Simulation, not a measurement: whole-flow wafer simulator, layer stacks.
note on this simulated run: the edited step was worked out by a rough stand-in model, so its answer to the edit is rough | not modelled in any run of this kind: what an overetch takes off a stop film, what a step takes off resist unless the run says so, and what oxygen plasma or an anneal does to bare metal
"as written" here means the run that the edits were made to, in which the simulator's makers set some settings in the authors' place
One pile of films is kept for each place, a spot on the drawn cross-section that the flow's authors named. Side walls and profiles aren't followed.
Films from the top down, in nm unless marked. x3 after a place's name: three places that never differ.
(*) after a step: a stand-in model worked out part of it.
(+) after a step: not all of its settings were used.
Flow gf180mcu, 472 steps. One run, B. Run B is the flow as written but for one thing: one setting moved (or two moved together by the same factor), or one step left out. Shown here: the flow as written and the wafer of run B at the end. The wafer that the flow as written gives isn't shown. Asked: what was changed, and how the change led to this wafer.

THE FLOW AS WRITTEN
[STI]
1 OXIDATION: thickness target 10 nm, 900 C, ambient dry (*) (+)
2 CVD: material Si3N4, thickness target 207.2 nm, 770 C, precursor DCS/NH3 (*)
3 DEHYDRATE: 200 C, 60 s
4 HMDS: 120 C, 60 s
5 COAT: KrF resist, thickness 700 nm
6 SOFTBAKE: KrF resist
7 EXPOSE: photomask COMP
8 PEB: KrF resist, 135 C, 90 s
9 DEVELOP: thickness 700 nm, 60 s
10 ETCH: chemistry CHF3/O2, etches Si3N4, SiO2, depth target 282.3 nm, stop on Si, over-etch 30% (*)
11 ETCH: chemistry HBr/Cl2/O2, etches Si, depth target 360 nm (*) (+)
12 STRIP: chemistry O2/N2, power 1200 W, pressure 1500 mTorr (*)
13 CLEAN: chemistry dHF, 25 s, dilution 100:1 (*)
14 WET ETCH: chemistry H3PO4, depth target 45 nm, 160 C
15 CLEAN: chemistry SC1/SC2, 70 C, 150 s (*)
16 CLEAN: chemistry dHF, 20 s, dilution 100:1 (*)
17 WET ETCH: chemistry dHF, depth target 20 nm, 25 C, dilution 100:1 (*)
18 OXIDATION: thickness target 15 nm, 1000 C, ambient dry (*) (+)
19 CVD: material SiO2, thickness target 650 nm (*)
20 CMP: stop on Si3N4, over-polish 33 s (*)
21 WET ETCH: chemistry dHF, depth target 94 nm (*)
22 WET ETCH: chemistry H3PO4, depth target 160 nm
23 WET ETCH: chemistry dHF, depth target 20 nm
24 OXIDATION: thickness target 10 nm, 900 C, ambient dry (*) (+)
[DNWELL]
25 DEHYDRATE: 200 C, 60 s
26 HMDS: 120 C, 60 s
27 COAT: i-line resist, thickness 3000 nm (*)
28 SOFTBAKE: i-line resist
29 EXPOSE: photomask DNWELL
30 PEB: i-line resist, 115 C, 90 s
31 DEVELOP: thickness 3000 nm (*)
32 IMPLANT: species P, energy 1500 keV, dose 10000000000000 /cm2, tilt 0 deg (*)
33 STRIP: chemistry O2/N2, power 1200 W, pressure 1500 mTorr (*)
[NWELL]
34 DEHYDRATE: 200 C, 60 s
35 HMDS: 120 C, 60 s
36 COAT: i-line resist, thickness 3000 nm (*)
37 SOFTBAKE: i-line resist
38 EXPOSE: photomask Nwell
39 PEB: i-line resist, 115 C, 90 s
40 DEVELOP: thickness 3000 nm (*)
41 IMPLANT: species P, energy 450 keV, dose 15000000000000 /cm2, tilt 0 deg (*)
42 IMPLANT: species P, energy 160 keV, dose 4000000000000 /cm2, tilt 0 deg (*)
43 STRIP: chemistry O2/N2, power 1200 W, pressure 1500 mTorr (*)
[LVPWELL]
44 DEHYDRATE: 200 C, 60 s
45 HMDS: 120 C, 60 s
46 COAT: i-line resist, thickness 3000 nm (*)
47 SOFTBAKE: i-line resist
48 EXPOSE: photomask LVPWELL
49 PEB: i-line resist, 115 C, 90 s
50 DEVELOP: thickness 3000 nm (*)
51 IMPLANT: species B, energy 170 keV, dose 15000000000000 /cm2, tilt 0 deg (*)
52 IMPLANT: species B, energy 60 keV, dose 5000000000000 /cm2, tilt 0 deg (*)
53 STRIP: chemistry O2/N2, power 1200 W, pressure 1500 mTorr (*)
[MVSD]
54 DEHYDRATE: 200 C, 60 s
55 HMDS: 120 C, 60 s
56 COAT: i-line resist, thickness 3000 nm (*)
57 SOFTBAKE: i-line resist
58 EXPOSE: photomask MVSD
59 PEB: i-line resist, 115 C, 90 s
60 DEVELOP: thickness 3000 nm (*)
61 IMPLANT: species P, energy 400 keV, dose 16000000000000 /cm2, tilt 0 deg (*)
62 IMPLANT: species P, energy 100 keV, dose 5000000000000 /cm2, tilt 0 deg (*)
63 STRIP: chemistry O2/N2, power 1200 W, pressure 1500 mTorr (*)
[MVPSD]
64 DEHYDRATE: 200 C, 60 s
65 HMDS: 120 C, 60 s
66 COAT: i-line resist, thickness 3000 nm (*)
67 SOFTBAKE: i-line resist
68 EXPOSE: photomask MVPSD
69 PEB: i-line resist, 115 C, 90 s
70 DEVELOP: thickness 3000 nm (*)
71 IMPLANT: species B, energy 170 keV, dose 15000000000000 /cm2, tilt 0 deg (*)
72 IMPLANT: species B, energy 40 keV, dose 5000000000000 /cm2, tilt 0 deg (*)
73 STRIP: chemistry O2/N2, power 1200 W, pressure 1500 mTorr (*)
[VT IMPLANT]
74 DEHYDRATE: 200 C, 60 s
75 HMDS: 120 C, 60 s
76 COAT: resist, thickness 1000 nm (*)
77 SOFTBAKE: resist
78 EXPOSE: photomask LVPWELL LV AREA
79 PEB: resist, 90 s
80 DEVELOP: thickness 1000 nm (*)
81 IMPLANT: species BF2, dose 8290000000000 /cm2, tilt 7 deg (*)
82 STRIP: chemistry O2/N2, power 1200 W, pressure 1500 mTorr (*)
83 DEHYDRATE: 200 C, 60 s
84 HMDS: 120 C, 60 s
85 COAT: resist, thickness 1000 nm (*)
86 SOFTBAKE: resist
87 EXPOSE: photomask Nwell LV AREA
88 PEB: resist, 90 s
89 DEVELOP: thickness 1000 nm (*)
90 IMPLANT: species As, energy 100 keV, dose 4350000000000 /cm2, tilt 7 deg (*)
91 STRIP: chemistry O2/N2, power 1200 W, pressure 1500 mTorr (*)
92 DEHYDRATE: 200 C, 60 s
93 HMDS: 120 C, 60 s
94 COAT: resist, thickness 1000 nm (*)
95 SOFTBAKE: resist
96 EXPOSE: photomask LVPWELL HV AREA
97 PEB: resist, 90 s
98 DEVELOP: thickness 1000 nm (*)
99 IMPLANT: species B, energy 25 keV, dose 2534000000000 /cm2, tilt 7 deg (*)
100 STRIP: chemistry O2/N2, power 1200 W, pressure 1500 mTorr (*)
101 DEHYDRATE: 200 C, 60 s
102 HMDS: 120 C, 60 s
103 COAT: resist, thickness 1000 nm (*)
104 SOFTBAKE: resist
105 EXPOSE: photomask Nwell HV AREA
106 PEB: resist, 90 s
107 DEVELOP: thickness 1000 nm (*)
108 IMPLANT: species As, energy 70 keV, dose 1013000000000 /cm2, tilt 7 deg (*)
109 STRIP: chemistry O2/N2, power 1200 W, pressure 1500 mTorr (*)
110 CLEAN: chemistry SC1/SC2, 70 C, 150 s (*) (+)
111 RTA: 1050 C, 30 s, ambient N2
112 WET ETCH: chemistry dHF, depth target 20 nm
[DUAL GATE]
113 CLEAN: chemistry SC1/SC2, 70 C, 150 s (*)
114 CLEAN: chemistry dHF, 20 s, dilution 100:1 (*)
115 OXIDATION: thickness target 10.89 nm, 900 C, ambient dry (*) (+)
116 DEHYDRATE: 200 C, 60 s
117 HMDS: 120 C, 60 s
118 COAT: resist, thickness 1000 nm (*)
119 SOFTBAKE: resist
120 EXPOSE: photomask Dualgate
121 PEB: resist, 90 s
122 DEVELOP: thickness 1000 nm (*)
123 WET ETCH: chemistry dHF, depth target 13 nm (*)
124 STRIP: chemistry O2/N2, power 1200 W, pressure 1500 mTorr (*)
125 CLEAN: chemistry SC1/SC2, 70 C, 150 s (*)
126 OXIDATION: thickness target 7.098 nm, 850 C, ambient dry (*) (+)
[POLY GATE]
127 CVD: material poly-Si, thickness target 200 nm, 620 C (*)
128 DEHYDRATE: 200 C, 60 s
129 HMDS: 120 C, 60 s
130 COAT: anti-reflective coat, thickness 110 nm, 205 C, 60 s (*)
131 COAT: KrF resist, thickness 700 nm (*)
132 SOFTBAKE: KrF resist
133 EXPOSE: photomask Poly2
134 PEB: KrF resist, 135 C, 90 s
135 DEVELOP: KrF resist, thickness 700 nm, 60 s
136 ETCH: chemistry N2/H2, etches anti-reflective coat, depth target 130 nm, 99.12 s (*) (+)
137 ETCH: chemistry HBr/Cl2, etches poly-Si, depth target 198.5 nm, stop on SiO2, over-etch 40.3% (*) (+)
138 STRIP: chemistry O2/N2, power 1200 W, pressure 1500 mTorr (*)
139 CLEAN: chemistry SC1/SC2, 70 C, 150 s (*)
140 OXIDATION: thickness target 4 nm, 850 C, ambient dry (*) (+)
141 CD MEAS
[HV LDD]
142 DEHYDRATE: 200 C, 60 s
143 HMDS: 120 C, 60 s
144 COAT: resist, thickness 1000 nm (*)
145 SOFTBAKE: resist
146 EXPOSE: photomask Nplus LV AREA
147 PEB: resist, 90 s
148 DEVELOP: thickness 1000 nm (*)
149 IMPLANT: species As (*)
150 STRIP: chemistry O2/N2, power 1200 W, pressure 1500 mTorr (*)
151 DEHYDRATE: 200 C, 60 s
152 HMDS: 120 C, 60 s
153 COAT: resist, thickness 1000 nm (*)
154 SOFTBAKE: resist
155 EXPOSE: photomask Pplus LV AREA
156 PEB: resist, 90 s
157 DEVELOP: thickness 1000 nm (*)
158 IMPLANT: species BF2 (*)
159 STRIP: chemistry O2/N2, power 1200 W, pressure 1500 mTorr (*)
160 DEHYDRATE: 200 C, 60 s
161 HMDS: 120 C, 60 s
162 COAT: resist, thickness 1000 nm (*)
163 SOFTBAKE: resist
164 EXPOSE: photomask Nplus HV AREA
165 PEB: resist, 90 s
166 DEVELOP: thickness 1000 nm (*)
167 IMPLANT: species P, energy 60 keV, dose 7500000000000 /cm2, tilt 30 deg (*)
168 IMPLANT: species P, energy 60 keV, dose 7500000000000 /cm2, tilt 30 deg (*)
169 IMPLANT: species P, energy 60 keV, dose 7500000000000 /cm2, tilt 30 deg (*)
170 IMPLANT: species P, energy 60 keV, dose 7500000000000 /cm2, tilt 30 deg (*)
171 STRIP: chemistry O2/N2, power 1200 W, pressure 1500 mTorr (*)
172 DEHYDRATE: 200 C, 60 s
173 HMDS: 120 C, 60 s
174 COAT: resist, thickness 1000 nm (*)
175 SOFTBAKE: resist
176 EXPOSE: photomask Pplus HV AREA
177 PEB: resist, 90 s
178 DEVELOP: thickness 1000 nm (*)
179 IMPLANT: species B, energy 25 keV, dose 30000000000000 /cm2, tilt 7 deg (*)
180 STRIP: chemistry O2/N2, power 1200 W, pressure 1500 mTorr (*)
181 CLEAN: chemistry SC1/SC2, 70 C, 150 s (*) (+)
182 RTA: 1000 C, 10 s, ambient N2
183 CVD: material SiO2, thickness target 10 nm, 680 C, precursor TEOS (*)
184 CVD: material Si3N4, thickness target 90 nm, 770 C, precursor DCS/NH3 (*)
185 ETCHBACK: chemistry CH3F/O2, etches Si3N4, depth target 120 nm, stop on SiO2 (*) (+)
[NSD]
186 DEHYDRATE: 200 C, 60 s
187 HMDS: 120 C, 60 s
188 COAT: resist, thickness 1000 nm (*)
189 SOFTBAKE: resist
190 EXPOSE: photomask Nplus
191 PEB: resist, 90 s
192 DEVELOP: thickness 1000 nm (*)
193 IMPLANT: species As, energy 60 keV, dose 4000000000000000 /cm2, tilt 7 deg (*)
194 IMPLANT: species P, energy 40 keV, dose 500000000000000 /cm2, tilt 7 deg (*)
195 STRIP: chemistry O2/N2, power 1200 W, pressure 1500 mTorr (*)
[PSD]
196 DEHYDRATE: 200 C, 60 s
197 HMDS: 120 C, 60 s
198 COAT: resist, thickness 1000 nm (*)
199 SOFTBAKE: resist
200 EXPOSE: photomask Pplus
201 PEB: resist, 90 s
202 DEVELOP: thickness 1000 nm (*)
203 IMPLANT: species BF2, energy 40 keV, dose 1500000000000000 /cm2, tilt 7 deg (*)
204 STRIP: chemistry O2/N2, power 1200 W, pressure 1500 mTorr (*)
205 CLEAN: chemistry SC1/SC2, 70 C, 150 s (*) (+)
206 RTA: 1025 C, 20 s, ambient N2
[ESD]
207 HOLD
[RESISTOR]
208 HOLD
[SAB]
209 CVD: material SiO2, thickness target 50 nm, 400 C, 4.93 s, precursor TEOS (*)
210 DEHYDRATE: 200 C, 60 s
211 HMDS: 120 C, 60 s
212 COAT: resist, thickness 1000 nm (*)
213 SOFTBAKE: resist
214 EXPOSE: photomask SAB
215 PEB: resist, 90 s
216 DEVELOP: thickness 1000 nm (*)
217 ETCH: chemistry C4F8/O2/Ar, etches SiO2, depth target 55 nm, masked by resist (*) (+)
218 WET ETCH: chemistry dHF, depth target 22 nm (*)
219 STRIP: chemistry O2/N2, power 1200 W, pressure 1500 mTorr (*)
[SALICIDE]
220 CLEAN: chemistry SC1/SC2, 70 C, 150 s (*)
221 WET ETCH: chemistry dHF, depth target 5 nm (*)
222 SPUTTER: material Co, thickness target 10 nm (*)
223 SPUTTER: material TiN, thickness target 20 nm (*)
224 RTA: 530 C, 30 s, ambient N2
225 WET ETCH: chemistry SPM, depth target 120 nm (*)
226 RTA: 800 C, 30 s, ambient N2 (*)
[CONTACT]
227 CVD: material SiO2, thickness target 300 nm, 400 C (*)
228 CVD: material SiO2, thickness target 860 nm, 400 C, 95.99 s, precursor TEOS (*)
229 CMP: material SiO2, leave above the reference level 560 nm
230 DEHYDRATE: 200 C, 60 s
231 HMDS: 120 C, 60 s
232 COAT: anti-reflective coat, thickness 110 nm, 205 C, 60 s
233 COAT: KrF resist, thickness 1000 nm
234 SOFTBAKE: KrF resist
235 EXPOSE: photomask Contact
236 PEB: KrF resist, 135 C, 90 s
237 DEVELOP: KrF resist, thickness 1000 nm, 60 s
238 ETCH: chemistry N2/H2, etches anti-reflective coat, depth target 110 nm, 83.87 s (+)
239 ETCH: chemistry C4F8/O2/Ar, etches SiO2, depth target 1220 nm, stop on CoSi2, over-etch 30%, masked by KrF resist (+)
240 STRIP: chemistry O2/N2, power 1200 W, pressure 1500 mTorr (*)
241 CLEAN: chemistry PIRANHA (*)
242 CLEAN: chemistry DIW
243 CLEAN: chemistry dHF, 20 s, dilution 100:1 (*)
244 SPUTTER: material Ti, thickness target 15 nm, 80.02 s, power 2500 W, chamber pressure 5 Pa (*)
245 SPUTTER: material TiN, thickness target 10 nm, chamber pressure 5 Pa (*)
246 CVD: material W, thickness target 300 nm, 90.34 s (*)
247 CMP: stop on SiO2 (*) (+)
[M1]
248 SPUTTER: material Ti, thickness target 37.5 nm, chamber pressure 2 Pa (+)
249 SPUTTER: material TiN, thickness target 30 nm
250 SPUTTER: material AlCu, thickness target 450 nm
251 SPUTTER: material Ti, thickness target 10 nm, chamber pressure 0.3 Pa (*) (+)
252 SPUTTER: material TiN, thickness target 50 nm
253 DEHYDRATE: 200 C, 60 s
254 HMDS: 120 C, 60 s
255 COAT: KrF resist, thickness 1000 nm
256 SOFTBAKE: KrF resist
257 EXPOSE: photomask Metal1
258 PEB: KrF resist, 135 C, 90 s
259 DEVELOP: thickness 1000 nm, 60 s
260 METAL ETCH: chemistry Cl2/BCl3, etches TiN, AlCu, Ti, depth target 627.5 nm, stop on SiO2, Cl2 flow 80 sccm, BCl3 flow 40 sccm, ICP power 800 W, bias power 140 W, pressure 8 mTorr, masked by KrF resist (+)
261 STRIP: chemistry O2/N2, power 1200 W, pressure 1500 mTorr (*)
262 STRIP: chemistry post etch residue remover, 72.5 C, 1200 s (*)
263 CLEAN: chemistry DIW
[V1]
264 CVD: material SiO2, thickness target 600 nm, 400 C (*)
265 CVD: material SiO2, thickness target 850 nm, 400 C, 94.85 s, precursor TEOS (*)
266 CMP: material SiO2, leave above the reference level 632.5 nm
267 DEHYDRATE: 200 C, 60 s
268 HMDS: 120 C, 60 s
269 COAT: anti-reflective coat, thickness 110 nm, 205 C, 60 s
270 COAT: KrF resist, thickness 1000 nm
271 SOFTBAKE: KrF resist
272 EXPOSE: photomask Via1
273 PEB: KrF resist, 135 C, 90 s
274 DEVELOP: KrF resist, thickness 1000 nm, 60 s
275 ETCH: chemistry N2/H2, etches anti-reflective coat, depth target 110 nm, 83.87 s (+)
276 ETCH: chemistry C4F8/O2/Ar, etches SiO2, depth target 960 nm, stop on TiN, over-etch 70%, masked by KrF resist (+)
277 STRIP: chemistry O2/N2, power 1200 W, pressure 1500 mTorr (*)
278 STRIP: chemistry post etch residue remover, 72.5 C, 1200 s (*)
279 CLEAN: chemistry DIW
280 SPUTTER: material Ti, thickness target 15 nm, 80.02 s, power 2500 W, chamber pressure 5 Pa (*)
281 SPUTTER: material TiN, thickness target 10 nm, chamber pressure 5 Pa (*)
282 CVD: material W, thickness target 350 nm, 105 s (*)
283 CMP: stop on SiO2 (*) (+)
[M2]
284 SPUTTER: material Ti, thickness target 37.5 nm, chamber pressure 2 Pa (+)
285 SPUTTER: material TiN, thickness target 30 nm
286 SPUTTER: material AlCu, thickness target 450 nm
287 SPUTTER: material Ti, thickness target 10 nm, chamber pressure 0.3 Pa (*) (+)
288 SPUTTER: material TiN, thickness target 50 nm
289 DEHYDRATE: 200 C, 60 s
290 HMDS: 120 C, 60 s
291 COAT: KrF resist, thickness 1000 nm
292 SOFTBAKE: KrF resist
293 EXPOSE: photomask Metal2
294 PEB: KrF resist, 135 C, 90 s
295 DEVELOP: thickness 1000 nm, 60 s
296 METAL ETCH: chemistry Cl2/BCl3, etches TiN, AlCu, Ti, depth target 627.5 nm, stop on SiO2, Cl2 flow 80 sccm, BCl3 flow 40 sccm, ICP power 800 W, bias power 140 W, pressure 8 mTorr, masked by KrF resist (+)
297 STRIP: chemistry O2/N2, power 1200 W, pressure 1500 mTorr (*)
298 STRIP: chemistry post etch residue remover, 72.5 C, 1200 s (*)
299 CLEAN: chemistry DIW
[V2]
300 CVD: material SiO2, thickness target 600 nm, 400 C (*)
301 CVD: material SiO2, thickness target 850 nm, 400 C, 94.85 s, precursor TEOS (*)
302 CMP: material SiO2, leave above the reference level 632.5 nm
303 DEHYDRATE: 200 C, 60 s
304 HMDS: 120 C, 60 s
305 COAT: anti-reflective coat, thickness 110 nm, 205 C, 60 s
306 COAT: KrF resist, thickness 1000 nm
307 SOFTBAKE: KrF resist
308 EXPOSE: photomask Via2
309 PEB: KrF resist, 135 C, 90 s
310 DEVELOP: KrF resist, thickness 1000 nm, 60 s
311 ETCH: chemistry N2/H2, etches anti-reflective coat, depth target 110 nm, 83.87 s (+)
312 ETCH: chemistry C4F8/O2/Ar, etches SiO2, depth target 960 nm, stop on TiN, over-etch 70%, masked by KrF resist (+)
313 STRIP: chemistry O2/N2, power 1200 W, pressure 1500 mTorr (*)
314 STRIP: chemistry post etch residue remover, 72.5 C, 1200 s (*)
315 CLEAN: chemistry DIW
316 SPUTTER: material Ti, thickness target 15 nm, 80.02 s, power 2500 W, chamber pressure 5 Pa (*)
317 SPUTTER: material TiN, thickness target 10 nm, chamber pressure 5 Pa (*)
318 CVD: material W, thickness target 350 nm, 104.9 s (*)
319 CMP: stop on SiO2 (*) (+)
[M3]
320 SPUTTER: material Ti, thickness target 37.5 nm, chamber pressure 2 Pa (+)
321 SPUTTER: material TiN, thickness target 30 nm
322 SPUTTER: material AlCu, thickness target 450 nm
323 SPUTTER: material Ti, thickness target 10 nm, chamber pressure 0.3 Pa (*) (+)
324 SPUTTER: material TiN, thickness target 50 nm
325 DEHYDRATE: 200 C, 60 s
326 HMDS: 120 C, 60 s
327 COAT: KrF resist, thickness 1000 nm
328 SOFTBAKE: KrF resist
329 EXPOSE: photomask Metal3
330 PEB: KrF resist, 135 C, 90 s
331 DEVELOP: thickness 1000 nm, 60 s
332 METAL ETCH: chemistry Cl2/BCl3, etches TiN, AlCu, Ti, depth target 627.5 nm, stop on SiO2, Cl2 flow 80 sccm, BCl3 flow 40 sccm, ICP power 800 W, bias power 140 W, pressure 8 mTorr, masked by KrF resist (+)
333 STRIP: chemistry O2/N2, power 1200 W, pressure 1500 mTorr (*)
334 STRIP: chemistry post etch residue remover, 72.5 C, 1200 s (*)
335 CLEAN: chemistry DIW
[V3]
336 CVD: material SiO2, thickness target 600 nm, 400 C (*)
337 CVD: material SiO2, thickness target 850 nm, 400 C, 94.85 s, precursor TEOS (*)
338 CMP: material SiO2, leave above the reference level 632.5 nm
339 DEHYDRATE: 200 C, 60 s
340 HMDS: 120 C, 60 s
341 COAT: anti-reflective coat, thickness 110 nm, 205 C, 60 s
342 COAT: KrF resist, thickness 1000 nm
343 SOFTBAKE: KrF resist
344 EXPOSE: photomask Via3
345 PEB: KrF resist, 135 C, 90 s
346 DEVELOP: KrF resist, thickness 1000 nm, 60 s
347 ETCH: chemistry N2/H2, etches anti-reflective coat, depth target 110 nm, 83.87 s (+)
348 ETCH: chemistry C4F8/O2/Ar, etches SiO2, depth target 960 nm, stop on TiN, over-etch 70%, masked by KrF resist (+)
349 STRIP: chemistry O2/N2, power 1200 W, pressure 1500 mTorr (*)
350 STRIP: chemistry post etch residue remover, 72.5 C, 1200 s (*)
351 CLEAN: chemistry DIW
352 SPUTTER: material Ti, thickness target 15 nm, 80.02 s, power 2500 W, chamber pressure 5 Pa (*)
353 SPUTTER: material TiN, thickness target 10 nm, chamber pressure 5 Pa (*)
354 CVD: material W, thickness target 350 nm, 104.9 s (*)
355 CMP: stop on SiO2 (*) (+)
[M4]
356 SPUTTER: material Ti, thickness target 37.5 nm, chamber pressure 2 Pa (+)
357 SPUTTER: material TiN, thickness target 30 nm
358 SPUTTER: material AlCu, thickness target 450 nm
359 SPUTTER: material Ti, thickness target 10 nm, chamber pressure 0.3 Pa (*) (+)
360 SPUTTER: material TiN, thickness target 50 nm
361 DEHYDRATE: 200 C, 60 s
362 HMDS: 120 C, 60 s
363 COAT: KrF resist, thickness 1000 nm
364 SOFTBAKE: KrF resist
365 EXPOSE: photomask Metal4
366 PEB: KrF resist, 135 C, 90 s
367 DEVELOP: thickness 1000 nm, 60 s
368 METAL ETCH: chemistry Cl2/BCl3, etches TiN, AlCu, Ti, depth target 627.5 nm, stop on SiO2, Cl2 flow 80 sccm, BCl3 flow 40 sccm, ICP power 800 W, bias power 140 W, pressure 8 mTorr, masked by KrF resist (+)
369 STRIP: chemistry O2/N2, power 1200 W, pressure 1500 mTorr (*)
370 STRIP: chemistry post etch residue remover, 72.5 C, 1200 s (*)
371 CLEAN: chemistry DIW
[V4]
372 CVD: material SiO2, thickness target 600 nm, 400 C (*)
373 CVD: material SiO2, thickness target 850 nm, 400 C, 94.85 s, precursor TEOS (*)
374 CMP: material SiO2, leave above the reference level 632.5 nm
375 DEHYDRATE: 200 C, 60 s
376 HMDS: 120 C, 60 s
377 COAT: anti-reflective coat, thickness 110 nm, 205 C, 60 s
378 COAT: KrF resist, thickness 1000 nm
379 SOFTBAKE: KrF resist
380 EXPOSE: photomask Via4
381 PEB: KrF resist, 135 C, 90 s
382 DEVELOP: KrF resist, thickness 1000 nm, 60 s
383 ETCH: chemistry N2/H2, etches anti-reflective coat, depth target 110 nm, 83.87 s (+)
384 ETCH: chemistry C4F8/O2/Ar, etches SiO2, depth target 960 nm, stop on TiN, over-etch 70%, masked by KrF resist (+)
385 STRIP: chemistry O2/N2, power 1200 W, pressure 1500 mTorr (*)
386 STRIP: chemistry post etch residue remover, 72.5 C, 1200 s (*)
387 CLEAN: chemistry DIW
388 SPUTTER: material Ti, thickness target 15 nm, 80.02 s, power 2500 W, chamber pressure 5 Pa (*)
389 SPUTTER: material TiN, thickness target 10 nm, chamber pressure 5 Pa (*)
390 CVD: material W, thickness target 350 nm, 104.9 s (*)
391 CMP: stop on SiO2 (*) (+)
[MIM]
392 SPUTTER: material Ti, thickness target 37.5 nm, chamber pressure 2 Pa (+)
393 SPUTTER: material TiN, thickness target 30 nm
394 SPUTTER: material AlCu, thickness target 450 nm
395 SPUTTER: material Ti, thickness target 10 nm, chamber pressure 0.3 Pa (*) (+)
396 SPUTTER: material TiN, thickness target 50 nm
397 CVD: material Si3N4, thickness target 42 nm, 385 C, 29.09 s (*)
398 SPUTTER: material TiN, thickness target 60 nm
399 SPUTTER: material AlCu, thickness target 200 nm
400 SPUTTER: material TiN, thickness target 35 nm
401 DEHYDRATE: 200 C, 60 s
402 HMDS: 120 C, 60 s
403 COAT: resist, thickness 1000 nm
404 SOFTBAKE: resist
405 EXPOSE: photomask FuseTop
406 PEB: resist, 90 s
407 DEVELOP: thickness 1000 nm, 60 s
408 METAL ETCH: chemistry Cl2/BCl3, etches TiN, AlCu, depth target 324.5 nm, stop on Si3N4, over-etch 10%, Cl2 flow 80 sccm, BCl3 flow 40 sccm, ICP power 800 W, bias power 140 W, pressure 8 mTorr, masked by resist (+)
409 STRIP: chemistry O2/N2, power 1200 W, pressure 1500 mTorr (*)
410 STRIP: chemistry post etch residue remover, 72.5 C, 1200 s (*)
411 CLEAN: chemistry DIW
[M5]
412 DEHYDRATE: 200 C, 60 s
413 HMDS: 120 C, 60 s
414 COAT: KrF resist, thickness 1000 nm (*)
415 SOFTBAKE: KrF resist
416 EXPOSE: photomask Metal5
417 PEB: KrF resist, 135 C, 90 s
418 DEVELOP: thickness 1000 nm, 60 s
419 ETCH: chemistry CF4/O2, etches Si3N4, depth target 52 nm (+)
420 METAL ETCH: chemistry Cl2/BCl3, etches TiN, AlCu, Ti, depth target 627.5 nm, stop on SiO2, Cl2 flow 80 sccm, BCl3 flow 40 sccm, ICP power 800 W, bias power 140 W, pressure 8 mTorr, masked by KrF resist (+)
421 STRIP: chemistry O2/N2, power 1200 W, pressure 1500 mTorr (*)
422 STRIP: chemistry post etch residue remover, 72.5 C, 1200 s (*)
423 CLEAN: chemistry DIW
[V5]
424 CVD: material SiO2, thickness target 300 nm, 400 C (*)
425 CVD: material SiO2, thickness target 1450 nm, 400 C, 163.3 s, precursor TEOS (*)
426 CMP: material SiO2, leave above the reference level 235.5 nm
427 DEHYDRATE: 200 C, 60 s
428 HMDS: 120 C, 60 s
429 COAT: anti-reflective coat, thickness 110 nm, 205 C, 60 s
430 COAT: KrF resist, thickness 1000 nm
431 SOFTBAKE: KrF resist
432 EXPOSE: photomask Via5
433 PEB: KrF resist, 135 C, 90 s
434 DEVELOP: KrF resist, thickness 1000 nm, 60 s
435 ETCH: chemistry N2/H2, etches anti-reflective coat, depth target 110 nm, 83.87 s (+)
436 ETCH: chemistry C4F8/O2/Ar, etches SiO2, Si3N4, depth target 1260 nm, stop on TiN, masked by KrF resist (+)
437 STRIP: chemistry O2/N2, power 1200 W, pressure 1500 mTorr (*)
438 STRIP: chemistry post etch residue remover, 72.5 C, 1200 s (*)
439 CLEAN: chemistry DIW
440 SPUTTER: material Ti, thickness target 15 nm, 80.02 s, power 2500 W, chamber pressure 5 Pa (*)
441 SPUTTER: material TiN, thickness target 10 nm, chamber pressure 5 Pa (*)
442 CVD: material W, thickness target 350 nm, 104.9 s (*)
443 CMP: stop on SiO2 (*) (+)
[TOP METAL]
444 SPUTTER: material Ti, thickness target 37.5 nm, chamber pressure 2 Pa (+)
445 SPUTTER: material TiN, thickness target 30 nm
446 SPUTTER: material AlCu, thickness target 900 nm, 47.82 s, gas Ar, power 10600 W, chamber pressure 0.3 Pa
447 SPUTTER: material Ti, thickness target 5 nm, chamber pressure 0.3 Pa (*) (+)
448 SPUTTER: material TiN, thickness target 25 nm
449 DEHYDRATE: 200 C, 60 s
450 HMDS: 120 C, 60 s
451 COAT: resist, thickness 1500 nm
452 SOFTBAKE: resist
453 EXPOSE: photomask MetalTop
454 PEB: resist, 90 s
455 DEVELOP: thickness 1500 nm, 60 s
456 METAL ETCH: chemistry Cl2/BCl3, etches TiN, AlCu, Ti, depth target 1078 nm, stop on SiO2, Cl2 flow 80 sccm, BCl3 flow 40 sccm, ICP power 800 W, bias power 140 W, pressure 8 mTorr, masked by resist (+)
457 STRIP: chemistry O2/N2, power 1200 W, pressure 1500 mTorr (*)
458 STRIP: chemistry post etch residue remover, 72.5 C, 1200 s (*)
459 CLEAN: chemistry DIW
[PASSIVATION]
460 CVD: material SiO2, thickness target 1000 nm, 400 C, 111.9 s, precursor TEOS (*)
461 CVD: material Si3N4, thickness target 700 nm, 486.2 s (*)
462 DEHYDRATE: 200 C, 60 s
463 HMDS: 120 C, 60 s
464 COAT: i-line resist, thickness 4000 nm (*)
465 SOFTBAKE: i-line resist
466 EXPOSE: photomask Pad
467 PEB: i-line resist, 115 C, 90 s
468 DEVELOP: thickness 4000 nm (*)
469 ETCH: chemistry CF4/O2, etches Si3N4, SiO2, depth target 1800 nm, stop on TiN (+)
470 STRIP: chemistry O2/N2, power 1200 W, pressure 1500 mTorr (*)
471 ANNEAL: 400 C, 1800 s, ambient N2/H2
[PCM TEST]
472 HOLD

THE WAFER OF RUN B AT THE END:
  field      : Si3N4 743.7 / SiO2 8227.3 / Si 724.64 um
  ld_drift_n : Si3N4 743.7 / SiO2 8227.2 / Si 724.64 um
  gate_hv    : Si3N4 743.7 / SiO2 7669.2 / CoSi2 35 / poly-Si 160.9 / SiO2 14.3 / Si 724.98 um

The cause: step 461, CVD: 516.6 s was run, where the flow has 486.2 s.

How the change led to this, step by step:
  461 CVD: material Si3N4, thickness target 700 nm, 486.2 s (*)
      field, field__w1, field__w2 and 109 more: Si3N4 +743.7 (new film) (as written it would be: Si3N4 +700 (new film))
  469 ETCH: chemistry CF4/O2, etches Si3N4, SiO2, depth target 1800 nm, stop on TiN (+)
      pad: Si3N4 -743.7 (all of it), SiO2 -1000 (all of it) (as written it would be: Si3N4 -700 (all of it), SiO2 -1000 (all of it))
